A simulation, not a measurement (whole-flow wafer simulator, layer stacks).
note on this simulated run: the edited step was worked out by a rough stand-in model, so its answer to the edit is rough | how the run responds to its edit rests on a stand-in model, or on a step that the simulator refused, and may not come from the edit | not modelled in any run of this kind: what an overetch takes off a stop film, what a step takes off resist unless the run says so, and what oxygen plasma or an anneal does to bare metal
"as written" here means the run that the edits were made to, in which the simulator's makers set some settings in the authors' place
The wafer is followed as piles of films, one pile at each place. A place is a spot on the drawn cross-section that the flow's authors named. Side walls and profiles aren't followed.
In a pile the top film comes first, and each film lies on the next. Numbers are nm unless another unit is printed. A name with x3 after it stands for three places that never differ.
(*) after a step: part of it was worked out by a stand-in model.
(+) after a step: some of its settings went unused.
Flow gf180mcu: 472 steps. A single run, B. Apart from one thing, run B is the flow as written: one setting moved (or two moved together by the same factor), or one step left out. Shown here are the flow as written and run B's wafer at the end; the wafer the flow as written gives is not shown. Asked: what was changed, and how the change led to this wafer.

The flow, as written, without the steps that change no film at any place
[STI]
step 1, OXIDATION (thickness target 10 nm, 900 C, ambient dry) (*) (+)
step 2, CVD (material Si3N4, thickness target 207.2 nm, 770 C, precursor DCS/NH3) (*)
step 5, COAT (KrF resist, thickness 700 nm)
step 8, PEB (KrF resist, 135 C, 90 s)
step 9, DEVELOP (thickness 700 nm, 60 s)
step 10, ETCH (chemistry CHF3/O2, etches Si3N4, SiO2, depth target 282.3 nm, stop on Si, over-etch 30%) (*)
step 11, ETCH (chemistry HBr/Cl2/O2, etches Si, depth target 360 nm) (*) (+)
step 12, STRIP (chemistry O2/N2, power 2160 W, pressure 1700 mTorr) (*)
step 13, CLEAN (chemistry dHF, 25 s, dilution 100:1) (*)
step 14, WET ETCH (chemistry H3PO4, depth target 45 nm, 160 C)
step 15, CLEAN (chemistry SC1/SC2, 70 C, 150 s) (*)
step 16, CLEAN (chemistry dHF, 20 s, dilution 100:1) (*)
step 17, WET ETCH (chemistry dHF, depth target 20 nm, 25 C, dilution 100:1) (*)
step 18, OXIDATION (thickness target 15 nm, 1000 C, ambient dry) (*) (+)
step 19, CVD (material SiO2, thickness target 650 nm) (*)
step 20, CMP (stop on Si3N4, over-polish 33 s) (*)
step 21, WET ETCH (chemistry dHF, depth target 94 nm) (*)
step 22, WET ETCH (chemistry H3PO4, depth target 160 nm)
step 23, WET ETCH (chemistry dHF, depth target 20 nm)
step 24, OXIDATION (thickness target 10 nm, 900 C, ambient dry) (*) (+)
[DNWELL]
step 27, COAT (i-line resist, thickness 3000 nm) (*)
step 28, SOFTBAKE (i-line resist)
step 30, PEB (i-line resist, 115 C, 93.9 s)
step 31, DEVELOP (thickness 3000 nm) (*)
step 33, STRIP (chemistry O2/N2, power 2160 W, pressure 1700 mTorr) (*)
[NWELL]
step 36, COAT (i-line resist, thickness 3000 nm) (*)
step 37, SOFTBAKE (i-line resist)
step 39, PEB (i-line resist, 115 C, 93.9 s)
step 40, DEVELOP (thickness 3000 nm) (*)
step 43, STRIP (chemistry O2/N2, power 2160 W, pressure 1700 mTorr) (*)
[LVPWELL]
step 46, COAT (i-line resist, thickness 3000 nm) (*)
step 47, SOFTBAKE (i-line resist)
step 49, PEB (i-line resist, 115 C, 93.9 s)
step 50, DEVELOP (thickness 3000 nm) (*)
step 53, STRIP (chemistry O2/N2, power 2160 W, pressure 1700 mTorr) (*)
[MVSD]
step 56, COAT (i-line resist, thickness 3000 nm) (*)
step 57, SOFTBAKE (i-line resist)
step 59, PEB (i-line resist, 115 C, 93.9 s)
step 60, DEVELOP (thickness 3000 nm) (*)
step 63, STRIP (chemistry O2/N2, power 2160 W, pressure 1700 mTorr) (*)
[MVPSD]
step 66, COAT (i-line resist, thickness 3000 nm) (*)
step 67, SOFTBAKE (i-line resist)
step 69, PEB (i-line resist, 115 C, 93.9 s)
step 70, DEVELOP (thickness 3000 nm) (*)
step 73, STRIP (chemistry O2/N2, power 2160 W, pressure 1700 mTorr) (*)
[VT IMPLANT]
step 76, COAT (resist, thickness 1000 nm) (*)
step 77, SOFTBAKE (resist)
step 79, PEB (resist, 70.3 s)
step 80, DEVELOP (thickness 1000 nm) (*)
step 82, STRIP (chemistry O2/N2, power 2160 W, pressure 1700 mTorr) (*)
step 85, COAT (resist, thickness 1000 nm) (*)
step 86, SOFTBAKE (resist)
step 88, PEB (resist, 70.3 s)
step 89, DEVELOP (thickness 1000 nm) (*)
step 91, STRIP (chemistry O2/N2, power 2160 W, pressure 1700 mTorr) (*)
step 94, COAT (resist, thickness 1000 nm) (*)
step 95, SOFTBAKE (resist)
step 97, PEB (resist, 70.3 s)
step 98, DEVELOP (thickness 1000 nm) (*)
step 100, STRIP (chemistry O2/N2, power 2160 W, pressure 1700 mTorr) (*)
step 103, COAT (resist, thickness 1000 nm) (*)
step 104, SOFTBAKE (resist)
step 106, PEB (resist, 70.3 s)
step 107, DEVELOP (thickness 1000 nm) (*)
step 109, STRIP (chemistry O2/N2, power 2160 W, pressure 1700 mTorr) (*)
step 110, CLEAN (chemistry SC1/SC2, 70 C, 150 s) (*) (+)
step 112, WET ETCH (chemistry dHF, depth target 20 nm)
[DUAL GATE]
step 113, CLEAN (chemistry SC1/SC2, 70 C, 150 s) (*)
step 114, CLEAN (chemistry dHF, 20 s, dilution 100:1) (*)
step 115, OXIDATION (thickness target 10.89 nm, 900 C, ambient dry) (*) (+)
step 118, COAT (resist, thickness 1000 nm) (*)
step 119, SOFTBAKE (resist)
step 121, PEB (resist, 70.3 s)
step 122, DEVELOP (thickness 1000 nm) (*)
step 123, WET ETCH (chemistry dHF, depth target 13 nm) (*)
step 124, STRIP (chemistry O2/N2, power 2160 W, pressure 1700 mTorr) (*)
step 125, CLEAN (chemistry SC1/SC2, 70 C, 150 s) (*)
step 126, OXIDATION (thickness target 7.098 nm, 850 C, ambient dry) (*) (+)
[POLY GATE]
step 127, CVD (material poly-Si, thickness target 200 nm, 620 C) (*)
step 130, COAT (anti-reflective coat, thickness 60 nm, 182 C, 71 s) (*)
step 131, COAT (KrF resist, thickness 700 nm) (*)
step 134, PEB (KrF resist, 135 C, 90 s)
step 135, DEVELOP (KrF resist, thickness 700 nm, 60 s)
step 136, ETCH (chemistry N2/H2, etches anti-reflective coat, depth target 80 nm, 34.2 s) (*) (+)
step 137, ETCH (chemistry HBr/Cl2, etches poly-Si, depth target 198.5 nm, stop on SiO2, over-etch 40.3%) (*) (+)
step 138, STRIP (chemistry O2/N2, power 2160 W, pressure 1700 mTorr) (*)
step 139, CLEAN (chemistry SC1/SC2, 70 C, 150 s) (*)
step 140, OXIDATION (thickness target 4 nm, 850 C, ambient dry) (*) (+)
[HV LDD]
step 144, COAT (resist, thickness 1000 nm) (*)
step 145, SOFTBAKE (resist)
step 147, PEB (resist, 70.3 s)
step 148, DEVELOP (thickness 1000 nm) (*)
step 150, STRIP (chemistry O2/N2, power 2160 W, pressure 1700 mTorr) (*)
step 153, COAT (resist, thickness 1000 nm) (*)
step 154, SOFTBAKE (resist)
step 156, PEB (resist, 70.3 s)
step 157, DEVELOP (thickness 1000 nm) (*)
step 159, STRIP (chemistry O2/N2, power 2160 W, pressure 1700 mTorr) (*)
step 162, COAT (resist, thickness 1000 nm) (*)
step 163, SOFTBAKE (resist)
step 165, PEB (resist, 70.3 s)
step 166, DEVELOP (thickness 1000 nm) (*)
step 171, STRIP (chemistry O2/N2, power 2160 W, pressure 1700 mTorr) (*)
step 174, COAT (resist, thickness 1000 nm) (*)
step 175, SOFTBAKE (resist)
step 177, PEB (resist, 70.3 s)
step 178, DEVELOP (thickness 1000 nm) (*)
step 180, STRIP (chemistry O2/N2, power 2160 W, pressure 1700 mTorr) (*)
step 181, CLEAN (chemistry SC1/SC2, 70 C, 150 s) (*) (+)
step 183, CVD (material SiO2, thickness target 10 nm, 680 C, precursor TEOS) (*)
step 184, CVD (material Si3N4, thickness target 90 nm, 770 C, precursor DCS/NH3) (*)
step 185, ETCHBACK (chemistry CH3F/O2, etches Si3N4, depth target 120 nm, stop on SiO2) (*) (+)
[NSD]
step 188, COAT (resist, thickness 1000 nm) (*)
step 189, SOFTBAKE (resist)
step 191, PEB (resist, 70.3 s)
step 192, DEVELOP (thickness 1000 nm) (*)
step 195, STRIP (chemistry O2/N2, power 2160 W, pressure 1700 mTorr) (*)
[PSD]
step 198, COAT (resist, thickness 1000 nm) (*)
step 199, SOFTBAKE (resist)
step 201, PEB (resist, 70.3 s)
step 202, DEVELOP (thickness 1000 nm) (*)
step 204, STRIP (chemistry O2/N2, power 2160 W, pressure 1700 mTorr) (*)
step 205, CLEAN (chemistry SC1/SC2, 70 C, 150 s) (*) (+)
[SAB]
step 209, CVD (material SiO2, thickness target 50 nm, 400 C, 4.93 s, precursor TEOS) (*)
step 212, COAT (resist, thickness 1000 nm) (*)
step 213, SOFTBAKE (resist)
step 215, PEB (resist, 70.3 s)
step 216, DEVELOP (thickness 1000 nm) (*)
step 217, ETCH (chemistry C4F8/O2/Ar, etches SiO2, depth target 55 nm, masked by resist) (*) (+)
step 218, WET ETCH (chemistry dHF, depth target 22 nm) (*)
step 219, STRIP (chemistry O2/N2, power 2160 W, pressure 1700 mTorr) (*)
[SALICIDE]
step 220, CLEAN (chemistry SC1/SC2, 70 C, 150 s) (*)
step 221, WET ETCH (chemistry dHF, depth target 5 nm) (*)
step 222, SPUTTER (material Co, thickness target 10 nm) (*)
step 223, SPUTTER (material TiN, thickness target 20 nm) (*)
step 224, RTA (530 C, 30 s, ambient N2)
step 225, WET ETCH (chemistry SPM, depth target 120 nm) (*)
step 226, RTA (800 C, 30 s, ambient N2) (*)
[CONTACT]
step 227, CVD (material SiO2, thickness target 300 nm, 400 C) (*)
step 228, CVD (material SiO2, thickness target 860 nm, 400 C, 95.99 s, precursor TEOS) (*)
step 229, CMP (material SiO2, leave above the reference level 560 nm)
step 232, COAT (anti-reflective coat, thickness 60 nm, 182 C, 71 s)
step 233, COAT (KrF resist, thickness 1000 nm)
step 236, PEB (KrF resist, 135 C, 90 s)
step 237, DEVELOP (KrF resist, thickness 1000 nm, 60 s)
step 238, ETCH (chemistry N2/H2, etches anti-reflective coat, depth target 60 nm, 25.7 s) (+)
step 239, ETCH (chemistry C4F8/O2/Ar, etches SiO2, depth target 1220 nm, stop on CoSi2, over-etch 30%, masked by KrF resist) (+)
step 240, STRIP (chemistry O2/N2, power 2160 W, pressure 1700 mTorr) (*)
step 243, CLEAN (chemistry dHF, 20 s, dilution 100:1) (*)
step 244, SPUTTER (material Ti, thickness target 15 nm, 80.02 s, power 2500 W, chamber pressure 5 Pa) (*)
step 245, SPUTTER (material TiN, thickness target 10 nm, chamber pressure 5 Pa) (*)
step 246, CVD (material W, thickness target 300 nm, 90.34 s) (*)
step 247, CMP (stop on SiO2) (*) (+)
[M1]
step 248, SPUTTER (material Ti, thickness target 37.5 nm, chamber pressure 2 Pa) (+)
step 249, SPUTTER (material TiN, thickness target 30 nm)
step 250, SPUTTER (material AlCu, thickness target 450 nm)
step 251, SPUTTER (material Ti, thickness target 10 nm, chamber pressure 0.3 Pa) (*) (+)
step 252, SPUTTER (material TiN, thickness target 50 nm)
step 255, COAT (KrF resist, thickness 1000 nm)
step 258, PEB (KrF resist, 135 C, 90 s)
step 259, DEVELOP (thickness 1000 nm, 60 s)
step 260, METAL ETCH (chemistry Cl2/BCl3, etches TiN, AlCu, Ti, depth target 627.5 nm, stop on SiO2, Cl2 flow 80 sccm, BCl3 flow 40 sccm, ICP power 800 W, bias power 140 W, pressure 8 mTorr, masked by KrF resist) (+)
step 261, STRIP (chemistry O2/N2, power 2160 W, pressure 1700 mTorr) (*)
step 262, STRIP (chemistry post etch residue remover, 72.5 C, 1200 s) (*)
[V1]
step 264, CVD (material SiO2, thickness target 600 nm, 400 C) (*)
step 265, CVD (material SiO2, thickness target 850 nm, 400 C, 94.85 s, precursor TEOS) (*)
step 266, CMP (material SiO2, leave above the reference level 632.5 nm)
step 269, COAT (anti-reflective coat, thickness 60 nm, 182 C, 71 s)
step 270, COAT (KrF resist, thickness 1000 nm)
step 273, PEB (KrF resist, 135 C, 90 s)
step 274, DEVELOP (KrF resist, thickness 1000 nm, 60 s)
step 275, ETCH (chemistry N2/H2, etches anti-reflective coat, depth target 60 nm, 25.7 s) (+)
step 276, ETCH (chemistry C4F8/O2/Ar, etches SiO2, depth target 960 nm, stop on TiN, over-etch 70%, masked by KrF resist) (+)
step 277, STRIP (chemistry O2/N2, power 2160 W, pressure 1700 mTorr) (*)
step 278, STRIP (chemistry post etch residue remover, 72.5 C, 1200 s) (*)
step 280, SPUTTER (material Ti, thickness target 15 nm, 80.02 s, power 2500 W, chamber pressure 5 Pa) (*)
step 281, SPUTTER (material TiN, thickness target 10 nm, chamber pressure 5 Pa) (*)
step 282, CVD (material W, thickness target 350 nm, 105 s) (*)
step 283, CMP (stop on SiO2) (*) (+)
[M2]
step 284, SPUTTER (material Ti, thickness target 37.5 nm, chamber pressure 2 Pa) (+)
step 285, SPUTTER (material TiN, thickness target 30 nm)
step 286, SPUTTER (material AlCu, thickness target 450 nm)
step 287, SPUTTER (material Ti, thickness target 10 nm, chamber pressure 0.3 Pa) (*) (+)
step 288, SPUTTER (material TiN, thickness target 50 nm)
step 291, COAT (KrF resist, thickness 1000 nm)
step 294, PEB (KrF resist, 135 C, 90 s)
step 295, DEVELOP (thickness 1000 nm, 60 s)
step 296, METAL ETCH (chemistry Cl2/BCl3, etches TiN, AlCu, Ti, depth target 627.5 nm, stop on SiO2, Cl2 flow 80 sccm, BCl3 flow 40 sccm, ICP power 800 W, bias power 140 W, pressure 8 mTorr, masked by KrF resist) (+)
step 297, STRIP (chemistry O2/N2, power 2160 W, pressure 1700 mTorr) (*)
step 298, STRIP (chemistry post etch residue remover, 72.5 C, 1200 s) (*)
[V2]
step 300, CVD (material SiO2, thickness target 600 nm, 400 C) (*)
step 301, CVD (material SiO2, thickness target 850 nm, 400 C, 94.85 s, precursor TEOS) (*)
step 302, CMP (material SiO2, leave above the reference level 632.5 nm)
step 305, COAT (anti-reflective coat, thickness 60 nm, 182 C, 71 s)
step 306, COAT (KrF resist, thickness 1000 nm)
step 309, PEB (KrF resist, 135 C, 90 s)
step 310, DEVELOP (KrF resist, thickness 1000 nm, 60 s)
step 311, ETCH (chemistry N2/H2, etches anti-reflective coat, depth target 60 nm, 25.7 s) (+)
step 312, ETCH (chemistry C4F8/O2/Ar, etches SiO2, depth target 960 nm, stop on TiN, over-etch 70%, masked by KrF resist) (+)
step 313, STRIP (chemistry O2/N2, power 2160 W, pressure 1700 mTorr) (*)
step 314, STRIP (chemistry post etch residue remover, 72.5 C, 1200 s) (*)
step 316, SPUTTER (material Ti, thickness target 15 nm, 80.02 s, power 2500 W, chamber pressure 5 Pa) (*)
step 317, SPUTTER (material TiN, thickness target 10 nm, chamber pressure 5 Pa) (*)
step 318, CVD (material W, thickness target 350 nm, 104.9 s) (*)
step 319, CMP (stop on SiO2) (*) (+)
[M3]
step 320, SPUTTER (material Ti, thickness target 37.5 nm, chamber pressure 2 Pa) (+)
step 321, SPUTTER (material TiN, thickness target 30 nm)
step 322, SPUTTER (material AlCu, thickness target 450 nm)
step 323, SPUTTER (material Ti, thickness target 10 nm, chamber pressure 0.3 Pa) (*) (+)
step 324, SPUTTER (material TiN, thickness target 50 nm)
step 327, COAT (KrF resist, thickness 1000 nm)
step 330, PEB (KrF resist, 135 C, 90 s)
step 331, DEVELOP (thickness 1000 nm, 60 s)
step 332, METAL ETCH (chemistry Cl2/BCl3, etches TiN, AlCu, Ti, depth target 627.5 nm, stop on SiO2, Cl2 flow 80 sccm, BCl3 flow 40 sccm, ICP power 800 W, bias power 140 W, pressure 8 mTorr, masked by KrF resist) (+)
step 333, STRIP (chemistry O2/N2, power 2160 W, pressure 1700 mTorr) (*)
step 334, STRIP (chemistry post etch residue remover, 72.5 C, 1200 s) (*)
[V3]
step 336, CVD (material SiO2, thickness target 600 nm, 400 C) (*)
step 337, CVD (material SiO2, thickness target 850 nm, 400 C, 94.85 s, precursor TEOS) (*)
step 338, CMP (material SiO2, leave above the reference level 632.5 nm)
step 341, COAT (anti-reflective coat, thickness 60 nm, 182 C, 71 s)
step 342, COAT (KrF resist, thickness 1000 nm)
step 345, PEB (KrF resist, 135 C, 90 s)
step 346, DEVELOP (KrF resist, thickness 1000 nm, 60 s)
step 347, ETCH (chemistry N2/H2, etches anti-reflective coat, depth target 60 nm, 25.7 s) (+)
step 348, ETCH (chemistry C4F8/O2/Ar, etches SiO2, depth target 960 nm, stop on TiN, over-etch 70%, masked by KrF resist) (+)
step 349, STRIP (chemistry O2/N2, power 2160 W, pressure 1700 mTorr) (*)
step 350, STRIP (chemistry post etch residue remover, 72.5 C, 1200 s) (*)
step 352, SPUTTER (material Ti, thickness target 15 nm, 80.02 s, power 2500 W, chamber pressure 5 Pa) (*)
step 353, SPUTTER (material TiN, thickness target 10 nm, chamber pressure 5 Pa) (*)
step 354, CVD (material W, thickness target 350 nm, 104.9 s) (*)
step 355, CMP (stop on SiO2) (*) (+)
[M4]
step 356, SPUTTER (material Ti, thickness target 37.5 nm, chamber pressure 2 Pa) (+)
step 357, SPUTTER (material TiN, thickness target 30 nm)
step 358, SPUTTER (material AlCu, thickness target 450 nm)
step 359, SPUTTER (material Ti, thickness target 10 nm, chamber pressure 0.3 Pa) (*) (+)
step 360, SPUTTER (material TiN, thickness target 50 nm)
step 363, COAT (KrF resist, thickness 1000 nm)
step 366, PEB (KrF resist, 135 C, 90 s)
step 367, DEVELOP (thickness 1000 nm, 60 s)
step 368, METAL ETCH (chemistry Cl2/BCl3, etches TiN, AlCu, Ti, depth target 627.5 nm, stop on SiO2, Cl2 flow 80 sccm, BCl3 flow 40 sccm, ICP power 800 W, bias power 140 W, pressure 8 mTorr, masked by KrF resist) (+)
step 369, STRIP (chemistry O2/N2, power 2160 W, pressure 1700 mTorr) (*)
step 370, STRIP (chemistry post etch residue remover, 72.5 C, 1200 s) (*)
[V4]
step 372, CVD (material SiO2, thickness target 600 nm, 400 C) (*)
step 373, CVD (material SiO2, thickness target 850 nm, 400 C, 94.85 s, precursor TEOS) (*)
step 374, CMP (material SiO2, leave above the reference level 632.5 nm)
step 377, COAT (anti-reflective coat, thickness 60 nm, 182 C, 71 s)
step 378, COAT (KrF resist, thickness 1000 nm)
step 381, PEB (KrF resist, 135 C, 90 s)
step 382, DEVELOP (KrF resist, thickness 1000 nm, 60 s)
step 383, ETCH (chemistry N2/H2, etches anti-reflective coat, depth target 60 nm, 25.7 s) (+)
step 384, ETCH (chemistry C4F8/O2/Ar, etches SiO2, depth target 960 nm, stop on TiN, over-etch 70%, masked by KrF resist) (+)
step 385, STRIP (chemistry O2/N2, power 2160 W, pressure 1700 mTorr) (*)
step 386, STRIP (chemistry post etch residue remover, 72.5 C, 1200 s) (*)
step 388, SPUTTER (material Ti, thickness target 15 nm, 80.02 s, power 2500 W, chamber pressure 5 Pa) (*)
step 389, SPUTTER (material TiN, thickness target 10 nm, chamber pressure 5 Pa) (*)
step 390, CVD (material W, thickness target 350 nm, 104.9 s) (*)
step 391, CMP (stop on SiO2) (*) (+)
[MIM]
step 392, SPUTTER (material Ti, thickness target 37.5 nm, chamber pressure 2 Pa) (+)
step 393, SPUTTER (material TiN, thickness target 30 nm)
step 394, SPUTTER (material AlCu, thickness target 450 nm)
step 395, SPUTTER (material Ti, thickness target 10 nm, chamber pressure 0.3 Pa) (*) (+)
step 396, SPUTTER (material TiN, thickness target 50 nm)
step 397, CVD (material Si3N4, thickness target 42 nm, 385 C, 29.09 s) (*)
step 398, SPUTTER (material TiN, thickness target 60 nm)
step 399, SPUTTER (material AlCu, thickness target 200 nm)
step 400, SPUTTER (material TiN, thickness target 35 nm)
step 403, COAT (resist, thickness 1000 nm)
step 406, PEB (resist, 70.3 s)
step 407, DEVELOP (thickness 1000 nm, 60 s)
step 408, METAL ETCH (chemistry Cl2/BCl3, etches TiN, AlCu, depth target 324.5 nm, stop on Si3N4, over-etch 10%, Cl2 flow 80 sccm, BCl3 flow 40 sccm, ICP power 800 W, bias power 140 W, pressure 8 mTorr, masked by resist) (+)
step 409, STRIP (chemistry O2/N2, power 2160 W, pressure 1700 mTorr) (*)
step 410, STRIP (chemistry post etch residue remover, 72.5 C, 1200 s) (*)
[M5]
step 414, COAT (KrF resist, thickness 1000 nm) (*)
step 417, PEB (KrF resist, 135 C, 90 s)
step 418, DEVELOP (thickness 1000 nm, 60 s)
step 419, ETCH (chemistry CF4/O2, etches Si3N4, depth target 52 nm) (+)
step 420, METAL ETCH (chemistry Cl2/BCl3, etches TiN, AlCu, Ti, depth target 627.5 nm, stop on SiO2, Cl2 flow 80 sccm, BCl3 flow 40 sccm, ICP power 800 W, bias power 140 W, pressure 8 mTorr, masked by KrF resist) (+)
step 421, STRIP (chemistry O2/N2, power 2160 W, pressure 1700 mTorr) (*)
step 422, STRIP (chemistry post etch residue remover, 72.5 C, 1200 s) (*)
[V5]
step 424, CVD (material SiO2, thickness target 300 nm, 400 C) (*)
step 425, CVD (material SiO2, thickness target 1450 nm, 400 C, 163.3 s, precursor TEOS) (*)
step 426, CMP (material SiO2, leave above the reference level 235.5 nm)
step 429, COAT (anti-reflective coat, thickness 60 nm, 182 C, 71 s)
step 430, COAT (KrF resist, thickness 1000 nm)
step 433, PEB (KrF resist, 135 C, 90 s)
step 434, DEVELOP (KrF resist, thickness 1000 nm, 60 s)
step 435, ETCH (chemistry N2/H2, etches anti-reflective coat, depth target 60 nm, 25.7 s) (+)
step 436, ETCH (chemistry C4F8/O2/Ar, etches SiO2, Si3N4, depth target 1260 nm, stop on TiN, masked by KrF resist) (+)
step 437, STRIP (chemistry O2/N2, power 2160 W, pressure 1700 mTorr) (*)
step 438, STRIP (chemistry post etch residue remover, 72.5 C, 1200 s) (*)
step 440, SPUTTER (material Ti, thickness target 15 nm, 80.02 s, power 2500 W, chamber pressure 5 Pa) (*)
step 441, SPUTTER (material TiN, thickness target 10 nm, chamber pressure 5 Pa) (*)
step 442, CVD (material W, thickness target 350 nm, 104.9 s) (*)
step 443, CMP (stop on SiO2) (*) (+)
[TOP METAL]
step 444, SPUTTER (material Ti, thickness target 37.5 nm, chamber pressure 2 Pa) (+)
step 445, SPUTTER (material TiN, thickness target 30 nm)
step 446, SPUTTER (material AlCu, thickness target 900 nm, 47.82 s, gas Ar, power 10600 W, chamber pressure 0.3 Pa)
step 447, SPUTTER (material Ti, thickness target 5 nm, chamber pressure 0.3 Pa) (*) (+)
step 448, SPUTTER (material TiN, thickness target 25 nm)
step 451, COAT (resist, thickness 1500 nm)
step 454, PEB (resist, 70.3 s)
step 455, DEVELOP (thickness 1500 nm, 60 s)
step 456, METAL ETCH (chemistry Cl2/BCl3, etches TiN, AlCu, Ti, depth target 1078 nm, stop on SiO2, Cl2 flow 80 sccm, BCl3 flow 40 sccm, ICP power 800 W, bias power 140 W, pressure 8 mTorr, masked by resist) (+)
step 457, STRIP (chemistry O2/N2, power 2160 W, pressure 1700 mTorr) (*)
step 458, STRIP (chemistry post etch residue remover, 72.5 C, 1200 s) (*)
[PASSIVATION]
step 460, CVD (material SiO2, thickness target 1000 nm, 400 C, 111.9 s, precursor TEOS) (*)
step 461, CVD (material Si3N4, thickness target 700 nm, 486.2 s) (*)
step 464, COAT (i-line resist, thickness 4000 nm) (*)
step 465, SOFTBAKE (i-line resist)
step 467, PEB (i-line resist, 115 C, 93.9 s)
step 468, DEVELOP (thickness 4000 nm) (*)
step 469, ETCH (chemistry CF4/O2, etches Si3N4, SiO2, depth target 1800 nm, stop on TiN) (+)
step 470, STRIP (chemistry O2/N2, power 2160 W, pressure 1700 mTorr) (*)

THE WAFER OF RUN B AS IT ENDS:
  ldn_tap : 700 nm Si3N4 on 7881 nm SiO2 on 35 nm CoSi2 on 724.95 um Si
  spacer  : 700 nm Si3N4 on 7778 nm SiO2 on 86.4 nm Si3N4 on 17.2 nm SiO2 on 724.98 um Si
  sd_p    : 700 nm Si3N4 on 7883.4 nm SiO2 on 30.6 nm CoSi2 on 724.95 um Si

What caused this: step 209, CVD: thickness target 73 nm was run, whereas the flow has thickness target 50 nm; step 209, CVD: 7.198 s was run, where the flow has 4.93 s.

How this came from the change, step by step:
  step 209, CVD (material SiO2, thickness target 50 nm, 400 C, 4.93 s, precursor TEOS) (*)
      field, field__w7, field__w8 and 73 more: SiO2 gains 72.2 (it would be, as written: SiO2 gains 50)
      field_sub__w1, field_sub__w3, field_sub__w4, field_sub__w5, ld_drift_n: SiO2 gains 70.6 (it would be, as written: SiO2 gains 48.9)
      (as well as at 28 more places)
  step 217, ETCH (chemistry C4F8/O2/Ar, etches SiO2, depth target 55 nm, masked by resist) (*) (+)
      spacer: SiO2 loses 55 (it would be, as written: SiO2 loses 50 (all of it), Si3N4 loses 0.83)
  step 218, WET ETCH (chemistry dHF, depth target 22 nm) (*)
      ldn_tap, ldp_src, ldp_drn, ldp_gr: SiO2 loses 36.5 (it would be, as written: SiO2 loses 16 (all of it))
      ldn_src, ldn_drn, ldp_tap: SiO2 loses 36.6 (it would be, as written: SiO2 loses 16 (all of it))
      (as well as at 93 more places)
  step 219, STRIP (chemistry O2/N2, power 2160 W, pressure 1700 mTorr) (*)
      active_hv, active_nat, ld_sd_n and 10 more: nothing (it would be, as written: chemical SiO2 gains 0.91 (new film), Si loses 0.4)
  step 221, WET ETCH (chemistry dHF, depth target 5 nm) (*)
      ldn_tap, ldn_src, ldn_drn, ldp_tap, ldp_src, ldp_drn, ldp_gr: SiO2 loses 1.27 (all of it) (it would be, as written: chemical SiO2 loses 0.76 (all of it))
      active_hv: SiO2 loses 0.96 (all of it) (it would be, as written: chemical SiO2 loses 0.76 (all of it))
      (as well as at 5 more places)
  step 223, SPUTTER (material TiN, thickness target 20 nm) (*)
      field__w12: TiN gains 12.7 (new film) (it would be, as written: TiN gains 12 (new film))
      sd_p: TiN gains 17.2 (new film) (it would be, as written: TiN gains 17.9 (new film))
      (as well as at 1 more place)
  step 224, RTA (530 C, 30 s, ambient N2)
      sd_p: under 1 film: CoSi gains 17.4 (new film), Co loses 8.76 (all of it), Si loses 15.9 (it would be, as written: under 1 film: CoSi gains 18.1 (new film), Co loses 9.09 (all of it), Si loses 16.5)
  step 225, WET ETCH (chemistry SPM, depth target 120 nm) (*)
      field__w12: TiN loses 12.7 (all of it), Co loses 6.44 (all of it) (it would be, as written: TiN loses 12 (all of it), Co loses 6.15 (all of it))
      sd_p: TiN loses 17.2 (all of it) (it would be, as written: TiN loses 17.9 (all of it))
      (as well as at 1 more place)
  step 226, RTA (800 C, 30 s, ambient N2) (*)
      sd_p: CoSi2 gains 30.6 (new film), CoSi loses 17.4 (all of it), Si loses 15.9 (it would be, as written: CoSi2 gains 31.8 (new film), CoSi loses 18.1 (all of it), Si loses 16.5)
  step 229, CMP (material SiO2, leave above the reference level 560 nm)
      ldn_sep__w1, ldn_sep__w2, ldn_dft and 8 more: SiO2 loses 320 (it would be, as written: SiO2 loses 311)
      sti, mim_1p0, pad, dice_street, iso_nw_fld, iso_fld_sub: SiO2 loses 305.8 (it would be, as written: SiO2 loses 296.8)
      (as well as at 43 more places)
